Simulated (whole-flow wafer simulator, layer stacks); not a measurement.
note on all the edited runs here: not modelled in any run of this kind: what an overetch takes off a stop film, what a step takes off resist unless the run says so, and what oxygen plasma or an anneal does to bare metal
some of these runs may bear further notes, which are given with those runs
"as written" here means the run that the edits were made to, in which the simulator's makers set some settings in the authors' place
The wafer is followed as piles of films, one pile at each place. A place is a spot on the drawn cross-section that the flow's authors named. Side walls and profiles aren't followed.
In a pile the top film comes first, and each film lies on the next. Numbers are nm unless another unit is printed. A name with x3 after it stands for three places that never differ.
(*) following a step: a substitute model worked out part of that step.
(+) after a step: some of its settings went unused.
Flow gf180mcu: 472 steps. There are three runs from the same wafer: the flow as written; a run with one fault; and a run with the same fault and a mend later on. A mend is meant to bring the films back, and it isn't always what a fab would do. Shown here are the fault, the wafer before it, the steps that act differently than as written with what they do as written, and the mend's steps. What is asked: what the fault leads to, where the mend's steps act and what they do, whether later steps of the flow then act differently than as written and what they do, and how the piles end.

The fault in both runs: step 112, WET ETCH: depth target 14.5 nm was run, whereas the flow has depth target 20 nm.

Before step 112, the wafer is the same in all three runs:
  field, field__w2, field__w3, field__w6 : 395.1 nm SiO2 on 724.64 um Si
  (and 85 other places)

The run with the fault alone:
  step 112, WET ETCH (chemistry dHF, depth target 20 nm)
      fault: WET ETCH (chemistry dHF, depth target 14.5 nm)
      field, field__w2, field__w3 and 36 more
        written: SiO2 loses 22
        fault: SiO2 loses 16
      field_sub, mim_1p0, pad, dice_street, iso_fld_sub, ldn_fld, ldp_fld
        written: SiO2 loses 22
        fault: SiO2 loses 15.9
  Steps later in the flow that act otherwise than as written (54 more steps, not shown, differ only slightly: by at most 2% or 0.5 nm, whichever is larger):
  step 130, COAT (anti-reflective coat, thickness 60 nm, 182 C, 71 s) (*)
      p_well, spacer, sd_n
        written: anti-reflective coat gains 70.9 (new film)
        fault: anti-reflective coat gains 76.7 (new film)
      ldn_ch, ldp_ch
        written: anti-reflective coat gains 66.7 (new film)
        fault: anti-reflective coat gains 68.8 (new film)
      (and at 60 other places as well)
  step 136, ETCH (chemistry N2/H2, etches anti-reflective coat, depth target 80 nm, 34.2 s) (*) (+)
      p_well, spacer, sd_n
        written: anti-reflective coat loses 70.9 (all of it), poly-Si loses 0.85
        fault: anti-reflective coat loses 76.7 (all of it), poly-Si loses 0.7
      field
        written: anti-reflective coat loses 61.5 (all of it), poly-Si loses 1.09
        fault: anti-reflective coat loses 59.6 (all of it), poly-Si loses 1.14
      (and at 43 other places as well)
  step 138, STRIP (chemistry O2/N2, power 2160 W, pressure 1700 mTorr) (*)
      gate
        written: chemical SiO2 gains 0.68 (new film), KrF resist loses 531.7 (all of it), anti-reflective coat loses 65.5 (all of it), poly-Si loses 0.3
        fault: chemical SiO2 gains 0.68 (new film), KrF resist loses 531.9 (all of it), anti-reflective coat loses 68.1 (all of it), poly-Si loses 0.3
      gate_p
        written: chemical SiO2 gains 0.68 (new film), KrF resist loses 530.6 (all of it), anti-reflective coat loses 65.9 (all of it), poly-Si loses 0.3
        fault: chemical SiO2 gains 0.68 (new film), KrF resist loses 530.7 (all of it), anti-reflective coat loses 68.9 (all of it), poly-Si loses 0.3
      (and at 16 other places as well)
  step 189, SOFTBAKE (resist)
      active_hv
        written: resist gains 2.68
        fault: resist loses 0.46
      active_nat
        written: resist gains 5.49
        fault: resist gains 9.3
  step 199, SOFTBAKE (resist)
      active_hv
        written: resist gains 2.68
        fault: resist loses 0.46
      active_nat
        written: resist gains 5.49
        fault: resist gains 9.3
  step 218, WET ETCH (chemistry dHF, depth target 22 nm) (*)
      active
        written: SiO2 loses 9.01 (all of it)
        fault: SiO2 loses 8.23 (all of it)
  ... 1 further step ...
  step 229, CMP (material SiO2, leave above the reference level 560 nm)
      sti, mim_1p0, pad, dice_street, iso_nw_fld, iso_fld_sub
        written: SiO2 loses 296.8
        fault: SiO2 loses 302.9
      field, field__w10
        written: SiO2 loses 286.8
        fault: SiO2 loses 292.8
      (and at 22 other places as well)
  The piles end only slightly different from the flow's at the places that both follow, by no more than 2% or 0.5 nm, whichever is larger.

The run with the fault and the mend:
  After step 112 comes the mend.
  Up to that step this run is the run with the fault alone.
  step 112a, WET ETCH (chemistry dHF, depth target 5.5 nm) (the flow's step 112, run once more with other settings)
      field, field__w2, field__w3 and 43 more
        SiO2 loses 5.5
  Steps later in the flow that act otherwise than as written (56 more steps, not shown, differ only slightly: by at most 2% or 0.5 nm, whichever is larger):
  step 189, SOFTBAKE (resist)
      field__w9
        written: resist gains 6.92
        mend: resist loses 3.07
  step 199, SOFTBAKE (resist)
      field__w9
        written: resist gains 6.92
        mend: resist loses 3.07
  The piles end only slightly different from the flow's at the places that both follow, by no more than 2% or 0.5 nm, whichever is larger.
